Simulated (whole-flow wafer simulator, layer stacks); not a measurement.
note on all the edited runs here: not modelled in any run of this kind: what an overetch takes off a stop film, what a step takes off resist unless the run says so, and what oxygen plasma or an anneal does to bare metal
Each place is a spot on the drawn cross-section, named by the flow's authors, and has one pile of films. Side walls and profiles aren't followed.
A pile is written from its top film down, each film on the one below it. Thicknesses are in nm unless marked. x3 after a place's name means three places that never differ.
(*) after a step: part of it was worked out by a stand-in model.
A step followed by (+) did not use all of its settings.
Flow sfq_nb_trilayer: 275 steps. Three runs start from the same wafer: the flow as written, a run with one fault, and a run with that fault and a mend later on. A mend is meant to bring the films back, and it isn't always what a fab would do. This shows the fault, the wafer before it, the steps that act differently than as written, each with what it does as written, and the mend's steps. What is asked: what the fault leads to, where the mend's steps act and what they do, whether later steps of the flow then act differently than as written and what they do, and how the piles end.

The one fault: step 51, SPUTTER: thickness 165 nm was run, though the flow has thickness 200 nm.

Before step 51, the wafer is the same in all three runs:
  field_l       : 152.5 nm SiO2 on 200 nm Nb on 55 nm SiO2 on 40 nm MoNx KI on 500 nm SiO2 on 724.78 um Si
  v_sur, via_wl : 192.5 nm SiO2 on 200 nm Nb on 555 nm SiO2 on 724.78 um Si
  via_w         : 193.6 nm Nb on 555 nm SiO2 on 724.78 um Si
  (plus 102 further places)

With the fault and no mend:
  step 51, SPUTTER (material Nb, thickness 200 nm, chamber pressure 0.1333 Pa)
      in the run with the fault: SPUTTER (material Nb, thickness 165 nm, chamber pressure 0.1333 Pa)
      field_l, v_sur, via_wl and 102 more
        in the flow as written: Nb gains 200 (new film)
        in the run with the fault: Nb gains 165 (new film)
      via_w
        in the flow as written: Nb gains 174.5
        in the run with the fault: Nb gains 144.4
  Steps further on in the flow that do not act as written (not shown: 2 more steps that differ only slightly, by at most 2% or 0.5 nm, whichever is larger):
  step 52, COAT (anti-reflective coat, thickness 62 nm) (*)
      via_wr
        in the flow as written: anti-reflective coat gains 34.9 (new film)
        in the run with the fault: anti-reflective coat gains 33.7 (new film)
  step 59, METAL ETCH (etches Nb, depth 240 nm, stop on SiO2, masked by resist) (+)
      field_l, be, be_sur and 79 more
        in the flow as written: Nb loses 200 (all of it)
        in the run with the fault: Nb loses 165 (all of it)
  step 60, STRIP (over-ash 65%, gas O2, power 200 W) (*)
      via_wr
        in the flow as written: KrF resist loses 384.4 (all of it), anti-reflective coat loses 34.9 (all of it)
        in the run with the fault: KrF resist loses 385.9 (all of it), anti-reflective coat loses 33.7 (all of it)
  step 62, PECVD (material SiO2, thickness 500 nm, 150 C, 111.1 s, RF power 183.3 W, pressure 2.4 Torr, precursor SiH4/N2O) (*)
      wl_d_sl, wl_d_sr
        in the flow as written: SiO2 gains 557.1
        in the run with the fault: SiO2 gains 522.1
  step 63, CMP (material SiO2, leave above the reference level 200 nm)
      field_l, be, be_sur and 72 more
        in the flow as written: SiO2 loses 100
        in the run with the fault: SiO2 loses 135
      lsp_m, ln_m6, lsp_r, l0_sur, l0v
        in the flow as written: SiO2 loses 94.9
        in the run with the fault: SiO2 loses 135
  By the end, the piles at v_sur, via_wl, via_w and 40 more depart from the flow's by more than 2% or 0.5 nm, whichever is larger.
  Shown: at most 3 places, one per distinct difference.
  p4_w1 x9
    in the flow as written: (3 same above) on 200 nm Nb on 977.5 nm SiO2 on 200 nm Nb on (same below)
    in the run with the fault: (3 same above) on 200 nm Nb on 942.5 nm SiO2 on 200 nm Nb on (same below)
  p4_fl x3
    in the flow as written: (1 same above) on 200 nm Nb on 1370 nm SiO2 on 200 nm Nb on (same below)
    in the run with the fault: (1 same above) on 200 nm Nb on 1335 nm SiO2 on 200 nm Nb on (same below)
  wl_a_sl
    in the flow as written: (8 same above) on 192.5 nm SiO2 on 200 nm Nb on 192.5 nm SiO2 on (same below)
    in the run with the fault: (8 same above) on 192.5 nm SiO2 on 165 nm Nb on 192.5 nm SiO2 on (same below)

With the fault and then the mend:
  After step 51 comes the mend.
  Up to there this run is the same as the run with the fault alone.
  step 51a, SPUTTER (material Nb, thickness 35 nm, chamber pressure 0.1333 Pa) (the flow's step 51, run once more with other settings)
      field_l, v_sur, via_wl and 102 more
        Nb gains 35
      via_w
        Nb gains 27.1
  Later steps of the flow that are run all act as written at every place that is followed, up to a difference of at most 2% or 0.5 nm, whichever is larger.
  At the end the piles are close to the flow's at the places that both follow, differing by at most 2% or 0.5 nm, whichever is larger.
